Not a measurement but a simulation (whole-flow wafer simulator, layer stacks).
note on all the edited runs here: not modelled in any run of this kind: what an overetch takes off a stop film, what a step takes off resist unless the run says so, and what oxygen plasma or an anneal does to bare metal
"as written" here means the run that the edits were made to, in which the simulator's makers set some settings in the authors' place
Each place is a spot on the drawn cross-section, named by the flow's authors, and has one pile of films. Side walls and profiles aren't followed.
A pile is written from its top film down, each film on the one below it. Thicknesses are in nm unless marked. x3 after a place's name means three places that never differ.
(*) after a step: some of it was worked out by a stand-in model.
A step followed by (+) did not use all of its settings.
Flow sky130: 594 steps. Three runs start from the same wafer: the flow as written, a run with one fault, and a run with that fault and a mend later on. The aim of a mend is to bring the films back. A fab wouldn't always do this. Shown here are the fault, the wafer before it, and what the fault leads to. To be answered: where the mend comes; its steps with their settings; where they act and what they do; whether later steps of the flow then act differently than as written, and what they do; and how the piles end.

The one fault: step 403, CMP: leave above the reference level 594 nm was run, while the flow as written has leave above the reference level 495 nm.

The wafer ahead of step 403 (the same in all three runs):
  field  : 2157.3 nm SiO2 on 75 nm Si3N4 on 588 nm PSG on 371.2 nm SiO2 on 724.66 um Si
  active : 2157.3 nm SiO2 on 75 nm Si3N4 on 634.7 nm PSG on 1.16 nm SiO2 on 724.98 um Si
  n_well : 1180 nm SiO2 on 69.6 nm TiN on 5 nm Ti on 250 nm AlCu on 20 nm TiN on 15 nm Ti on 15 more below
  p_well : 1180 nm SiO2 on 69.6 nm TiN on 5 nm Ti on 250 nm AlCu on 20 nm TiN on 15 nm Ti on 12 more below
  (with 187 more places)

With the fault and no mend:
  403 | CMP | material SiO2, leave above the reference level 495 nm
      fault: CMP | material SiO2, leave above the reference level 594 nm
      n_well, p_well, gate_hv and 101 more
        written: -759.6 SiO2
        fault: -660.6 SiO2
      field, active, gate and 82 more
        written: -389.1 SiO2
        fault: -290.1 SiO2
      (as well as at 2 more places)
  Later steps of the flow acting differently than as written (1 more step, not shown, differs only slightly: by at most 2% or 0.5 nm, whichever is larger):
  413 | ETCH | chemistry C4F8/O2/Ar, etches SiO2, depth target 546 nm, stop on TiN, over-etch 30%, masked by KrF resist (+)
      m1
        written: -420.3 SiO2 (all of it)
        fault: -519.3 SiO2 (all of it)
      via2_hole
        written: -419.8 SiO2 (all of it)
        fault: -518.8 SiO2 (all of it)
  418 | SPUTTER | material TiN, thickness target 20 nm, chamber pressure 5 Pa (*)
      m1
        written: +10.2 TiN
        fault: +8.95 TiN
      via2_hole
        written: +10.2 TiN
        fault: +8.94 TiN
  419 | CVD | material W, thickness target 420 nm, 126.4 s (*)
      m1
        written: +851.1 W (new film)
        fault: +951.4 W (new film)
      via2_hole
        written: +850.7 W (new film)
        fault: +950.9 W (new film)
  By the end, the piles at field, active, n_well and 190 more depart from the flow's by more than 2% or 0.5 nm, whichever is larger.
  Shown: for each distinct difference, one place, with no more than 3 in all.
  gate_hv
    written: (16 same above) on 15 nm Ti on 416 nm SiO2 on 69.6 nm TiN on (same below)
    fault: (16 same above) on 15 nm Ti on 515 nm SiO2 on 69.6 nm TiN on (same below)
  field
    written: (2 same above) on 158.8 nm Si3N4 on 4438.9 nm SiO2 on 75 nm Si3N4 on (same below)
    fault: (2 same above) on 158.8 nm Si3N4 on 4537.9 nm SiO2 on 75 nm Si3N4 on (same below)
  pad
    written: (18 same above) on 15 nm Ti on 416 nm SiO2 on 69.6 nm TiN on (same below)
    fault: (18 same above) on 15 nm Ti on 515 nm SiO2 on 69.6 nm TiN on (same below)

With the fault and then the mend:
  The mend follows step 403.
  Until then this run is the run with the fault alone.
  403a | CMP | material SiO2, leave above the reference level 495 nm (the flow's step 403, run once more)
      field, active, n_well and 188 more
        -99 SiO2
  None of the later steps of the flow acts differently than as written at any place that is followed.
  By the end, the piles equal the flow's at every place that both follow.
